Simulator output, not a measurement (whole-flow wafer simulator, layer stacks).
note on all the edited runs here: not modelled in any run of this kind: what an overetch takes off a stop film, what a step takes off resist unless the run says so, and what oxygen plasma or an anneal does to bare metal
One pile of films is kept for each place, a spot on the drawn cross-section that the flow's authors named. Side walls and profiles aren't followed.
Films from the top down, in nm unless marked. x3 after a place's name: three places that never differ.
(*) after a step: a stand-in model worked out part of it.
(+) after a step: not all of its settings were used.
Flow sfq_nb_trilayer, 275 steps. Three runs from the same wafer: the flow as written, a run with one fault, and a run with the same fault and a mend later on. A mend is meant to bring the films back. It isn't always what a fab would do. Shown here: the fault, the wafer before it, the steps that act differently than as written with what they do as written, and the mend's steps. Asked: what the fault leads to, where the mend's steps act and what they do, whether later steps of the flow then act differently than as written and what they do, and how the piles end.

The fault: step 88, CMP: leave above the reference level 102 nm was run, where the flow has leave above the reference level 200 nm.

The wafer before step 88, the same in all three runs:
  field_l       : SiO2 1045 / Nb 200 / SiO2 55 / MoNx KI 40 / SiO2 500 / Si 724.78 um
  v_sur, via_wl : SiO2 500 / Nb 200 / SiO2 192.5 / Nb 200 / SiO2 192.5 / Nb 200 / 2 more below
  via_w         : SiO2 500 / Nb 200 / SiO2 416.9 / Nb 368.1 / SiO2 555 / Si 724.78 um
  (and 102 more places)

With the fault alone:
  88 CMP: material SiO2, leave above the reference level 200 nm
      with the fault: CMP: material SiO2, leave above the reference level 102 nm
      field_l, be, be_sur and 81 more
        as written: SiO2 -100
        with the fault: SiO2 -198
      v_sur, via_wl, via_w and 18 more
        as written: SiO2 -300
        with the fault: SiO2 -398
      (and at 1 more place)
  Later steps of the flow that act differently than as written (3 more steps differ only slightly, by at most 2% or 0.5 nm, whichever is larger, and aren't shown):
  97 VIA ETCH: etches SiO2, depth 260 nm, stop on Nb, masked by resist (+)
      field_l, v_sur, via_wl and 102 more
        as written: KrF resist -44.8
        with the fault: KrF resist -26.3
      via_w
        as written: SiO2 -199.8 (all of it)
        with the fault: SiO2 -101.8 (all of it)
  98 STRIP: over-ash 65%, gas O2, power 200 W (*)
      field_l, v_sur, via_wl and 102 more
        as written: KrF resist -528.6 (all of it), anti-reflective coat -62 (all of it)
        with the fault: KrF resist -547.1 (all of it), anti-reflective coat -62 (all of it)
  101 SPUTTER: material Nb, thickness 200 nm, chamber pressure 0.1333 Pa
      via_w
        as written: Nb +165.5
        with the fault: Nb +187.4
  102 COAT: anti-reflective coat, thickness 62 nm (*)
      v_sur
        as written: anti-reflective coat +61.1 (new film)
        with the fault: anti-reflective coat +57.1 (new film)
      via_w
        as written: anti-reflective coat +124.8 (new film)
        with the fault: anti-reflective coat +106 (new film)
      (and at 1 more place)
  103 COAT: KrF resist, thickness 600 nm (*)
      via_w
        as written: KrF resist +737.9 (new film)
        with the fault: KrF resist +652.4 (new film)
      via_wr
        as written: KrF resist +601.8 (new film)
        with the fault: KrF resist +614.1 (new film)
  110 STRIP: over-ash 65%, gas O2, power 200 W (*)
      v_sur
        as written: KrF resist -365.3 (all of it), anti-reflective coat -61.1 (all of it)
        with the fault: KrF resist -377 (all of it), anti-reflective coat -57.1 (all of it)
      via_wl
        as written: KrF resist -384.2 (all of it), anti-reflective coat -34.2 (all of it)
        with the fault: KrF resist -396.3 (all of it), anti-reflective coat -33.8 (all of it)
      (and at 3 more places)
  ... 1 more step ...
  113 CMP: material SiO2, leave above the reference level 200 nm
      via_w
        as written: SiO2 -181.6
        with the fault: SiO2 -186.4
  At the end the piles differ from the flow's by more than 2% or 0.5 nm, whichever is larger, at field_l, v_sur, via_wl and 103 more.
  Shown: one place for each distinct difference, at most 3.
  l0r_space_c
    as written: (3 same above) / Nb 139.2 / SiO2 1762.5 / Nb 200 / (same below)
    with the fault: (3 same above) / Nb 139.2 / SiO2 1664.5 / Nb 200 / (same below)
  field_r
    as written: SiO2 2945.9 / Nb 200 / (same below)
    with the fault: SiO2 2847.9 / Nb 200 / (same below)
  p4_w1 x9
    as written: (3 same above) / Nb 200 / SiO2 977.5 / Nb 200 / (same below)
    with the fault: (3 same above) / Nb 200 / SiO2 879.5 / Nb 200 / (same below)

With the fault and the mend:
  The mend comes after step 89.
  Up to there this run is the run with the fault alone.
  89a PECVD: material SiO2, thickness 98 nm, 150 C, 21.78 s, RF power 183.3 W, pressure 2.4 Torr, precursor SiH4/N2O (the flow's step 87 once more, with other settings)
      field_l, v_sur, via_wl and 103 more
        SiO2 +98
  No later step of the flow acts differently than as written at any place that is followed.
  At the end the piles are the same as the flow's at every place that both follow.
